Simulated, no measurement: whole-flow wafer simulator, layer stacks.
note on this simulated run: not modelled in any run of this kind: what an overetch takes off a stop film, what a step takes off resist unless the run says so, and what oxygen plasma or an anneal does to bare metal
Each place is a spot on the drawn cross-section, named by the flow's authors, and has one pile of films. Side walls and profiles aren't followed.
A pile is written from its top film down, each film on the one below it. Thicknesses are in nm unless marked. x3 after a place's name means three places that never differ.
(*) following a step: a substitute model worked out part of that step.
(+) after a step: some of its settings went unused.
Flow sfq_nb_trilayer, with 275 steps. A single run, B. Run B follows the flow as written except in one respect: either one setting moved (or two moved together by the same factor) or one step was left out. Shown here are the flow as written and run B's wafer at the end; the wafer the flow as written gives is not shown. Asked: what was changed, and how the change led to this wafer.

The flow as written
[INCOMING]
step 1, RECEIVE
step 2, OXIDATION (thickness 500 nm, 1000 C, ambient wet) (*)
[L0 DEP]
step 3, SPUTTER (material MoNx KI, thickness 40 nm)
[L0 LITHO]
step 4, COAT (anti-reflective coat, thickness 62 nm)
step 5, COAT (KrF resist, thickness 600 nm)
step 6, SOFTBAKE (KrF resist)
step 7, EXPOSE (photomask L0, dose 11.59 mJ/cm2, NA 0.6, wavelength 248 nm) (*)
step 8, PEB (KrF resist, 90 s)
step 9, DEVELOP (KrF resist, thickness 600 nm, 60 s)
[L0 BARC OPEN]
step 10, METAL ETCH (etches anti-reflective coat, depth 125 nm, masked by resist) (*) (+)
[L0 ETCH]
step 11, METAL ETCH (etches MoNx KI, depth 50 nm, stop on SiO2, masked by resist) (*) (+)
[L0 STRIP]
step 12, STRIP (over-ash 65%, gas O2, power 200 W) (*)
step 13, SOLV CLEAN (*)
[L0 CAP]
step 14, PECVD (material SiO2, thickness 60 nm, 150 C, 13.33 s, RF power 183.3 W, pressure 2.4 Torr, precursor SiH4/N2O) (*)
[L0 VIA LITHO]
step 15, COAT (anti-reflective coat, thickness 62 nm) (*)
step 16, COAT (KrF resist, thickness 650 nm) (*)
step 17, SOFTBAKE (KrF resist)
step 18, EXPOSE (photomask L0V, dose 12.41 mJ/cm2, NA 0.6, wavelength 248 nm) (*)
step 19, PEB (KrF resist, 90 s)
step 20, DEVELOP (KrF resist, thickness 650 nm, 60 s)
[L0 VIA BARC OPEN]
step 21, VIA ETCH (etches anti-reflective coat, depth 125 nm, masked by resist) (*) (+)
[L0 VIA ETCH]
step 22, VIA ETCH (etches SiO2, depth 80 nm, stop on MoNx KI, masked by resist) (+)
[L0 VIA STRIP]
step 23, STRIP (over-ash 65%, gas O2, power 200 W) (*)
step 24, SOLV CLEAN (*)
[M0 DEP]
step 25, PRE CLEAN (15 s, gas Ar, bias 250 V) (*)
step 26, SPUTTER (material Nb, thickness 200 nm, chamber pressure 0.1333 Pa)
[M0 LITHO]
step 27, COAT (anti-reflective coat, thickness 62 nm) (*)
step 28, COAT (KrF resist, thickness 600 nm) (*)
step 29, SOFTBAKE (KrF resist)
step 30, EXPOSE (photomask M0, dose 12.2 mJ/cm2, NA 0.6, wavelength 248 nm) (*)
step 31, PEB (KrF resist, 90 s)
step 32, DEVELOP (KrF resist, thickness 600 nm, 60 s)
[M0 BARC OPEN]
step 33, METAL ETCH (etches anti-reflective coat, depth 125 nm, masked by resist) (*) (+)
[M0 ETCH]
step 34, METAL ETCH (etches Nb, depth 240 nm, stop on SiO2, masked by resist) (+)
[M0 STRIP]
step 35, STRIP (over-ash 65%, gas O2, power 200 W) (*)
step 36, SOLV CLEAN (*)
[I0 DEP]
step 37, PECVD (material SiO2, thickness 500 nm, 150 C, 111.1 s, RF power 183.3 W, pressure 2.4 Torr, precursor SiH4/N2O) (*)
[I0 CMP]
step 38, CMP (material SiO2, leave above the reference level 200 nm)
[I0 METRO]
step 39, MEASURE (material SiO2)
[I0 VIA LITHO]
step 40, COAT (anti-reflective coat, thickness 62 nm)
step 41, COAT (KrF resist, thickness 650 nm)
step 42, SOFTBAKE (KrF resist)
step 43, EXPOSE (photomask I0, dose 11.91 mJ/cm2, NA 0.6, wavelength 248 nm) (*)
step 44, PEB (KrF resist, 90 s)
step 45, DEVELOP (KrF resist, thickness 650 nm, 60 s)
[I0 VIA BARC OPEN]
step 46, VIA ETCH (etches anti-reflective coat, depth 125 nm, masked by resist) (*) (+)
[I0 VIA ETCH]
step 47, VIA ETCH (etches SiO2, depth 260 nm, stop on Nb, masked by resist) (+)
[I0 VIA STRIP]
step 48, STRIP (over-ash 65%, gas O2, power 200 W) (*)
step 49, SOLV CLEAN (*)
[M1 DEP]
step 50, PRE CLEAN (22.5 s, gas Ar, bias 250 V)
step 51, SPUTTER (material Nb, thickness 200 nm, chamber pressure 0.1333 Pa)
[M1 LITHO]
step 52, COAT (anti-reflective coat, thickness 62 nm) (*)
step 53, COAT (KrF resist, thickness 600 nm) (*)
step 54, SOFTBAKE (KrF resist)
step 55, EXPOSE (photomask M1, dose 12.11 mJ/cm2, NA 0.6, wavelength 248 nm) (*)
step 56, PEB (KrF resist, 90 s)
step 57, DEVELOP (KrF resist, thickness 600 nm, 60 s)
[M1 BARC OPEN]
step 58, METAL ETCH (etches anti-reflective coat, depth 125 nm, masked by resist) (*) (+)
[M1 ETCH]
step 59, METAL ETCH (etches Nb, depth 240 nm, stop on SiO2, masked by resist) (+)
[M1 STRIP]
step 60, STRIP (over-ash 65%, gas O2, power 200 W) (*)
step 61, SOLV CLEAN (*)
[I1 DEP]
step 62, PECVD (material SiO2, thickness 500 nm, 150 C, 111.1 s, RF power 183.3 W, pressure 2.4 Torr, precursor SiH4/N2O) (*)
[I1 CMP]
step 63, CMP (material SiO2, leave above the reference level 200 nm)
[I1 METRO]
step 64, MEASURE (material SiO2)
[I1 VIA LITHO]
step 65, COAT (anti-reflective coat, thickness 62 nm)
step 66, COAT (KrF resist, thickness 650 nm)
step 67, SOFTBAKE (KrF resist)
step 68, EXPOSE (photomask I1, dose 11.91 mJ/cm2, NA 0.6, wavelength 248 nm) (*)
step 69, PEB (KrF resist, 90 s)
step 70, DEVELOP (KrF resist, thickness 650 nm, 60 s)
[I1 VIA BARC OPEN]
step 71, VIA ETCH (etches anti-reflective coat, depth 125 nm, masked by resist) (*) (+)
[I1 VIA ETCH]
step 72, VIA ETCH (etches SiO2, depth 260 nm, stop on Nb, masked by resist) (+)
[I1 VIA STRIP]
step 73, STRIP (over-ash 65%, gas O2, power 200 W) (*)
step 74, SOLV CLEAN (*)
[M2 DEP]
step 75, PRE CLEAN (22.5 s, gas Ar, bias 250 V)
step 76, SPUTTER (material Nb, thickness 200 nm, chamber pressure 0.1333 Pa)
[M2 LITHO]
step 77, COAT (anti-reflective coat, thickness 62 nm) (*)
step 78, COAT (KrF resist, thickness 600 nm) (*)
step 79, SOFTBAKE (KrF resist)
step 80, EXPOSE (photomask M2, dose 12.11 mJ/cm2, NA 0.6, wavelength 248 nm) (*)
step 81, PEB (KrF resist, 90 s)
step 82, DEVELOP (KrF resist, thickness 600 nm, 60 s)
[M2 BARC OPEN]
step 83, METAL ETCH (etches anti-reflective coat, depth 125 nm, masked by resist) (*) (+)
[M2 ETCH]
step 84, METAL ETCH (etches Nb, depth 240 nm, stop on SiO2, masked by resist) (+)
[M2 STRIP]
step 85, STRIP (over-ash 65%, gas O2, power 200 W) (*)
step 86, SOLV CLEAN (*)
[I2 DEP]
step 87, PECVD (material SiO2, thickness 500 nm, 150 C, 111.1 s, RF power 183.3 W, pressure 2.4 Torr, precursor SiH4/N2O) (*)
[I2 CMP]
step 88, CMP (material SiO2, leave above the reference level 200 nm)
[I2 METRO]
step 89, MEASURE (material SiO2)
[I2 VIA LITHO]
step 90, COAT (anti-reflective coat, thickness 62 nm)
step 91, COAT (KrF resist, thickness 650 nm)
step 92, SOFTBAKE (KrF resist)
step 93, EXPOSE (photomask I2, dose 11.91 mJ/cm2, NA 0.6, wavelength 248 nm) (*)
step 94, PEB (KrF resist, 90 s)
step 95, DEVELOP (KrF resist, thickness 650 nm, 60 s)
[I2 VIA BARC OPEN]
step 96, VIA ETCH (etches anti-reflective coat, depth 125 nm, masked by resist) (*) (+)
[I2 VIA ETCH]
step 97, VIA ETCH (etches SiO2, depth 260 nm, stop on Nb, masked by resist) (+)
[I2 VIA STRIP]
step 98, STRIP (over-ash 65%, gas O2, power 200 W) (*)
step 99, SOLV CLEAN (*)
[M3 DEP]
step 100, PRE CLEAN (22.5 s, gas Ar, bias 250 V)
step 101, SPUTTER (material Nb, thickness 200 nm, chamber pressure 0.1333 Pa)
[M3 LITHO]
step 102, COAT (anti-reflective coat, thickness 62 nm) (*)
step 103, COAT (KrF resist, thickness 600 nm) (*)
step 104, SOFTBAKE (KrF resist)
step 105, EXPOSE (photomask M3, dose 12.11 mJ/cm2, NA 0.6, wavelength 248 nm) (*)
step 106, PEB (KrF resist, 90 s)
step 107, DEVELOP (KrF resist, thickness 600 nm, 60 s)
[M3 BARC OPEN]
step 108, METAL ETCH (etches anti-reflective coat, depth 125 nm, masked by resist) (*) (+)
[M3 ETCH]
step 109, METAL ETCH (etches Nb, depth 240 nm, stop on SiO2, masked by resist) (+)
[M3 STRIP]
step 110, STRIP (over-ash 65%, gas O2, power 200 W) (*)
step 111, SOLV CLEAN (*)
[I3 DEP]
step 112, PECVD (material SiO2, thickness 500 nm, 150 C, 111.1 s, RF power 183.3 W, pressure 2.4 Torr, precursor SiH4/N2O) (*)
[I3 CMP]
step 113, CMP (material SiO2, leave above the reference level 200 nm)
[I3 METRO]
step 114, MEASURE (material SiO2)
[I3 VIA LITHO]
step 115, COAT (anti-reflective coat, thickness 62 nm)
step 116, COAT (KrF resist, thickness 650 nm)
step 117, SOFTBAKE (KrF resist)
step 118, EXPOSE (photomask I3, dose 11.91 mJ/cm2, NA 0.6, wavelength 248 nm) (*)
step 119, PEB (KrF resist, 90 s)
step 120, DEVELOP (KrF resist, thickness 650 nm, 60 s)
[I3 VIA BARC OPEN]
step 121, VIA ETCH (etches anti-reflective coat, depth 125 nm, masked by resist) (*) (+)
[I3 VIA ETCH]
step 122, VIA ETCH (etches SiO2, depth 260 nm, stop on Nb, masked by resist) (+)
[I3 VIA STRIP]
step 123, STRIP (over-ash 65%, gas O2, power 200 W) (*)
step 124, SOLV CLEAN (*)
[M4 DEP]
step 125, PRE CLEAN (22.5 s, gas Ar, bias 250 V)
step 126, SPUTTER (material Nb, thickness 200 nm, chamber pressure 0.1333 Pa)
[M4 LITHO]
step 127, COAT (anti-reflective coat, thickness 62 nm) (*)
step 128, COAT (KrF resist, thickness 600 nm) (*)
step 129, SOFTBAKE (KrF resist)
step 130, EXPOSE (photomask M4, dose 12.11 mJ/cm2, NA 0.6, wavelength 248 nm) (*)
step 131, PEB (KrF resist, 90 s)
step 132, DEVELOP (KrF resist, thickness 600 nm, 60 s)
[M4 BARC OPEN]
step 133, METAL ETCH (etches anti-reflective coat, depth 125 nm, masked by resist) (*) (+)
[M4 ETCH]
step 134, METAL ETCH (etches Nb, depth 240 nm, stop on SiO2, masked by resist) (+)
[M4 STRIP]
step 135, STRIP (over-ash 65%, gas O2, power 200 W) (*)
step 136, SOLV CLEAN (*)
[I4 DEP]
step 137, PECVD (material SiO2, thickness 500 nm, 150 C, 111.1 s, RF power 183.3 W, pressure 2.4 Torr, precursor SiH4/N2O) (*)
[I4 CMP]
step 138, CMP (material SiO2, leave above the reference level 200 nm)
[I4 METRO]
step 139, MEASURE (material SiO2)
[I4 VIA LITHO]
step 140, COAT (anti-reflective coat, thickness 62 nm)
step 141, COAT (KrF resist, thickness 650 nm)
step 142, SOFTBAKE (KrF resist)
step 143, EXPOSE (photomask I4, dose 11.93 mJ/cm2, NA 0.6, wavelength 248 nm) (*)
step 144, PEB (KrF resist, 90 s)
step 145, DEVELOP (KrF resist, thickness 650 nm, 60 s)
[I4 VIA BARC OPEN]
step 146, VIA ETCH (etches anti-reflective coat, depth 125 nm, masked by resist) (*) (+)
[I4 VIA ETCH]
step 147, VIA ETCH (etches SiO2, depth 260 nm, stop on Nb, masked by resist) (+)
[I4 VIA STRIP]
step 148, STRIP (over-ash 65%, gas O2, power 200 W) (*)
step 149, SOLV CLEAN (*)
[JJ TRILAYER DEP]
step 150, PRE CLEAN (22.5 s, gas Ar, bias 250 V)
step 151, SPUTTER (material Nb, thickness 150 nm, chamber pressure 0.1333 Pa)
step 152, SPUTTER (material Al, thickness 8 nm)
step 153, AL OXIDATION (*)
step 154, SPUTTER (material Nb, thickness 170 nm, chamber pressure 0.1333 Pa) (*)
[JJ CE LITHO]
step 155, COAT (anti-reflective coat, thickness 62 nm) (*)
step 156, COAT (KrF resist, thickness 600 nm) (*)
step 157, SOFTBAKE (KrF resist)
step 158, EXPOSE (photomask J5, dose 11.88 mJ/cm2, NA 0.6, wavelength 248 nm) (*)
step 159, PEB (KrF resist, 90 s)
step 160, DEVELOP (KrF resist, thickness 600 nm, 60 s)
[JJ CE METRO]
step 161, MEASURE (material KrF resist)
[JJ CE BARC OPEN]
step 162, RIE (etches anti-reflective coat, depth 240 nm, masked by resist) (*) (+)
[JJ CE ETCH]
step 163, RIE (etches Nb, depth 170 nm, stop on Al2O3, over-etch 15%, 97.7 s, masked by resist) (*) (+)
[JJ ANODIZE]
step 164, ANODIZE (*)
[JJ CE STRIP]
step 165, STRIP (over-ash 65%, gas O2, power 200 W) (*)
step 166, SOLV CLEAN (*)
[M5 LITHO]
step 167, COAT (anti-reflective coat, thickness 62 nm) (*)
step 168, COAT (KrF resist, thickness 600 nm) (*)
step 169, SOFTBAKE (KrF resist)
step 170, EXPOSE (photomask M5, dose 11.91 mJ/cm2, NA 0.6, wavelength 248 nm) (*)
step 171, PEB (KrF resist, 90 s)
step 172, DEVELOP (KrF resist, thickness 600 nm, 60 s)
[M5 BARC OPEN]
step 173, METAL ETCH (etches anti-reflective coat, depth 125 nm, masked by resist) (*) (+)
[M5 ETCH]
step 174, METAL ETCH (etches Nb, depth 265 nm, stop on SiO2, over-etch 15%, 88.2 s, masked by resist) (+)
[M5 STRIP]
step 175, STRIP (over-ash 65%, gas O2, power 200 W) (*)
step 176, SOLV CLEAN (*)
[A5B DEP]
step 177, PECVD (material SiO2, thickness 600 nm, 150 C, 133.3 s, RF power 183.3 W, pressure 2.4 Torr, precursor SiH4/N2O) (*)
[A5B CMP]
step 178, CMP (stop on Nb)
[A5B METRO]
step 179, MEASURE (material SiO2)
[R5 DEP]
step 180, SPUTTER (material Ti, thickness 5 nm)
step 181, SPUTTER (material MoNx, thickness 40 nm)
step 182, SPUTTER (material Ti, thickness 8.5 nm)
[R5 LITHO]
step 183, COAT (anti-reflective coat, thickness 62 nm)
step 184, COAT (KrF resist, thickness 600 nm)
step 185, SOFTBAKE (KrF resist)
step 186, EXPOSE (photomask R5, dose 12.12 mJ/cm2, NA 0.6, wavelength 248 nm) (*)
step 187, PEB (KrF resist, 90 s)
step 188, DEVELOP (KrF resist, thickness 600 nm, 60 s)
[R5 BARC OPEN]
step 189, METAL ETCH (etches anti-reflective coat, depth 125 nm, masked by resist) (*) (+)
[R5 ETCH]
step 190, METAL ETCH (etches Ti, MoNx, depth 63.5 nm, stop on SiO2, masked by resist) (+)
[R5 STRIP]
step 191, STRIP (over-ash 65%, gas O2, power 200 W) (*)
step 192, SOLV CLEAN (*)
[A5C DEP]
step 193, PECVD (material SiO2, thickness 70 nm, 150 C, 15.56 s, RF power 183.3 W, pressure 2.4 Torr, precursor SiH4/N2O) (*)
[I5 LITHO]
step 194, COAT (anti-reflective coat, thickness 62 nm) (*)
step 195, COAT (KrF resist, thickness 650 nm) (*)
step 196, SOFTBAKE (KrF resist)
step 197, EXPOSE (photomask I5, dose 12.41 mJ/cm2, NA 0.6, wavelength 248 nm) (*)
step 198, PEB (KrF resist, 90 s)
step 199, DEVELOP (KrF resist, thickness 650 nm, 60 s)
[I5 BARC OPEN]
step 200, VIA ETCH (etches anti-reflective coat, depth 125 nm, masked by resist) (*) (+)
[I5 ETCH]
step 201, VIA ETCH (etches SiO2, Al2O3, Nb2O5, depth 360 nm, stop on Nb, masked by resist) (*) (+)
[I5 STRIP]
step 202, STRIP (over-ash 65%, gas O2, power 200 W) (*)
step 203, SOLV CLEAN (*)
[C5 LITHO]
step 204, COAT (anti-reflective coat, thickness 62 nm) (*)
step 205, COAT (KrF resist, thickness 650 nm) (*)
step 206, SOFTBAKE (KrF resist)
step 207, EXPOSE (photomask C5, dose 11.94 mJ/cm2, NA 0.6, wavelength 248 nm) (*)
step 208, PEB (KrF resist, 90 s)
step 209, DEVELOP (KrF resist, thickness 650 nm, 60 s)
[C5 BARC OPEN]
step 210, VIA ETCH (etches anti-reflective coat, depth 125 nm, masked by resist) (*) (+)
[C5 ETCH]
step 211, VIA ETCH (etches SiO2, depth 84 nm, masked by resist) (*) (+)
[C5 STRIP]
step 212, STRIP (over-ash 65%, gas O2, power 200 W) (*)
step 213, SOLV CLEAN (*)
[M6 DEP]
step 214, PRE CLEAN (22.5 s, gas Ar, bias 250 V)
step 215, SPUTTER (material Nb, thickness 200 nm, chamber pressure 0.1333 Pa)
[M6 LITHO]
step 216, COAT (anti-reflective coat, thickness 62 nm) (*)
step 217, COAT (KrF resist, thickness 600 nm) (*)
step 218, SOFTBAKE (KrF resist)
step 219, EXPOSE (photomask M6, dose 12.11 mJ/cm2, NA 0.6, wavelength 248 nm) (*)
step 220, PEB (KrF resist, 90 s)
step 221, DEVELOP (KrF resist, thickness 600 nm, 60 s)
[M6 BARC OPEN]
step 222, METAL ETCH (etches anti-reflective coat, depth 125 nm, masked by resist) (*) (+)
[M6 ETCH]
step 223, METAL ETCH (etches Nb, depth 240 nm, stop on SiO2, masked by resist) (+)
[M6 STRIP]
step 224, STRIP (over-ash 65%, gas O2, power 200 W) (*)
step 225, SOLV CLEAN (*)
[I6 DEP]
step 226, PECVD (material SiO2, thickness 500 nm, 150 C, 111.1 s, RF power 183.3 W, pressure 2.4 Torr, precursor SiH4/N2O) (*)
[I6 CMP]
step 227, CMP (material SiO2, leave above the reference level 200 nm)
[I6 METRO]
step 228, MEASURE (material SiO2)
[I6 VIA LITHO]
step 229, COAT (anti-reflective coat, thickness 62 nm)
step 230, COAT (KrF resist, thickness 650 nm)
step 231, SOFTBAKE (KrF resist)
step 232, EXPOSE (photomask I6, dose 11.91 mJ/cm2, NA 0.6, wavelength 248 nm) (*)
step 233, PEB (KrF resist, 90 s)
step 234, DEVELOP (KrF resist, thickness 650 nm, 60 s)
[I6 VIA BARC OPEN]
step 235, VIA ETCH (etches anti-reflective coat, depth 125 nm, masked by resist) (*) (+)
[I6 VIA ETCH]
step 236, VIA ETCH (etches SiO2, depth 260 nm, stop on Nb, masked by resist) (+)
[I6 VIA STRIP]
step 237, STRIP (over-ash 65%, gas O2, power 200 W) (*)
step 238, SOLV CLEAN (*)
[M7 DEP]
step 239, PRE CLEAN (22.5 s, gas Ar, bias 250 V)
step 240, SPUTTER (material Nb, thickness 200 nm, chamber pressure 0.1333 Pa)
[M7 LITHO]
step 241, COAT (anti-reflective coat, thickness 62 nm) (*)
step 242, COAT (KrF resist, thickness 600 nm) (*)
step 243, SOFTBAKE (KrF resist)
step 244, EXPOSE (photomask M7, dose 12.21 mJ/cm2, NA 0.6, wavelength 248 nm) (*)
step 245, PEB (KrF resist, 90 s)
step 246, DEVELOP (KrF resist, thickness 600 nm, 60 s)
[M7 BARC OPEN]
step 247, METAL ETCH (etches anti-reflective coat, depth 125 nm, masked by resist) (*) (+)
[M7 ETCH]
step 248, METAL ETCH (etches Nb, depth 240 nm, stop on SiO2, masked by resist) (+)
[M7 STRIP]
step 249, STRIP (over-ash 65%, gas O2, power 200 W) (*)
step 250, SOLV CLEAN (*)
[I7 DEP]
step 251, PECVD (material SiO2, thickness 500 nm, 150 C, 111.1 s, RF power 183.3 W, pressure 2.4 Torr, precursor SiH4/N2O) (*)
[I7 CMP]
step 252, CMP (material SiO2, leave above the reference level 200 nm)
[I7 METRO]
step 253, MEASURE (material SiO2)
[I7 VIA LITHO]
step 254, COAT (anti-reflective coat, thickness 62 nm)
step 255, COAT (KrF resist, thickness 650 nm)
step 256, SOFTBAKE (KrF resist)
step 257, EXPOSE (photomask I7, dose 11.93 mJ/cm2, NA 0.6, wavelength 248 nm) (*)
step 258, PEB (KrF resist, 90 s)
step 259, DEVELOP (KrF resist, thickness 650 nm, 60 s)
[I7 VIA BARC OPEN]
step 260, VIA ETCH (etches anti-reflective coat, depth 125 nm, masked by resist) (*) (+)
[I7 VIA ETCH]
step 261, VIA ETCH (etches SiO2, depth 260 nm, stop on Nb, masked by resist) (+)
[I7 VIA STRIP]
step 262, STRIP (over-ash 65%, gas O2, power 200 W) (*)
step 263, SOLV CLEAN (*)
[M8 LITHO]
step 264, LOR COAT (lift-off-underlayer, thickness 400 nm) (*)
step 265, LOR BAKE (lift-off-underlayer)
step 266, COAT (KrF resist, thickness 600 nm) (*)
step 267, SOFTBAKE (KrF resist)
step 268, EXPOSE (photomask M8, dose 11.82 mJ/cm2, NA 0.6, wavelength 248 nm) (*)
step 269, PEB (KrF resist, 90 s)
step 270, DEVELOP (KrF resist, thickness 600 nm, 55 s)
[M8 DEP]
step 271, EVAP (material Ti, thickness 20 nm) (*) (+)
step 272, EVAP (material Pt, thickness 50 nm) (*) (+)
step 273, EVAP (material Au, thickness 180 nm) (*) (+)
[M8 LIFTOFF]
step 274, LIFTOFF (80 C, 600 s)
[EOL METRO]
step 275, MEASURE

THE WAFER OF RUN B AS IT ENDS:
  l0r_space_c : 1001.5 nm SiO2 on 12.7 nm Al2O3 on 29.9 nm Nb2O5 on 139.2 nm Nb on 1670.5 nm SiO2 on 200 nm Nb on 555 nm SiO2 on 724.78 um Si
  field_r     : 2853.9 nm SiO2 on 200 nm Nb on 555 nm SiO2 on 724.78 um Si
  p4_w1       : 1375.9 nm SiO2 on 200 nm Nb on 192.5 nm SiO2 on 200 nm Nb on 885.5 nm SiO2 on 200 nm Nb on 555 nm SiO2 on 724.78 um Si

The reason: step 63, CMP: leave above the reference level 108 nm was run, whereas the flow has leave above the reference level 200 nm.

How this came from the change, step by step:
  step 63, CMP (material SiO2, leave above the reference level 200 nm)
      field_l, be, be_sur and 72 more: SiO2 loses 192 (it would be, as written: SiO2 loses 100)
      v_sur, via_wl, via_wr and 20 more: SiO2 loses 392 (it would be, as written: SiO2 loses 300)
      (and at 8 other places as well)
  step 72, VIA ETCH (etches SiO2, depth 260 nm, stop on Nb, masked by resist) (+)
      field_l, v_sur, via_wl and 102 more: KrF resist loses 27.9 (it would be, as written: KrF resist loses 44.8)
      via_v: SiO2 loses 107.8 (all of it) (it would be, as written: SiO2 loses 199.8 (all of it))
  step 73, STRIP (over-ash 65%, gas O2, power 200 W) (*)
      field_l, v_sur, via_wl and 102 more: KrF resist loses 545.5 (all of it), anti-reflective coat loses 62 (all of it) (it would be, as written: KrF resist loses 528.6 (all of it), anti-reflective coat loses 62 (all of it))
  step 76, SPUTTER (material Nb, thickness 200 nm, chamber pressure 0.1333 Pa)
      via_v: Nb gains 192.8 (it would be, as written: Nb gains 174.5)
  step 77, COAT (anti-reflective coat, thickness 62 nm) (*)
      via_sp: anti-reflective coat gains 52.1 (new film) (it would be, as written: anti-reflective coat gains 53.2 (new film))
      via_v: anti-reflective coat gains 106.2 (new film) (it would be, as written: anti-reflective coat gains 123.1 (new film))
      (and at 1 other place as well)
  step 78, COAT (KrF resist, thickness 600 nm) (*)
      via_v: KrF resist gains 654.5 (new film) (it would be, as written: KrF resist gains 733.7 (new film))
  step 85, STRIP (over-ash 65%, gas O2, power 200 W) (*)
      via_sp: KrF resist loses 382.6 (all of it), anti-reflective coat loses 52.1 (all of it) (it would be, as written: KrF resist loses 374.4 (all of it), anti-reflective coat loses 53.2 (all of it))
      via_v: KrF resist loses 436.7 (all of it), anti-reflective coat loses 106.2 (all of it) (it would be, as written: KrF resist loses 515.8 (all of it), anti-reflective coat loses 123.1 (all of it))
      (and at 1 other place as well)
  step 87, PECVD (material SiO2, thickness 500 nm, 150 C, 111.1 s, RF power 183.3 W, pressure 2.4 Torr, precursor SiH4/N2O) (*)
      via_v: SiO2 gains 500 (new film) (it would be, as written: SiO2 gains 606 (new film))
  step 88, CMP (material SiO2, leave above the reference level 200 nm)
      via_v: SiO2 loses 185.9 (it would be, as written: SiO2 loses 181.6)
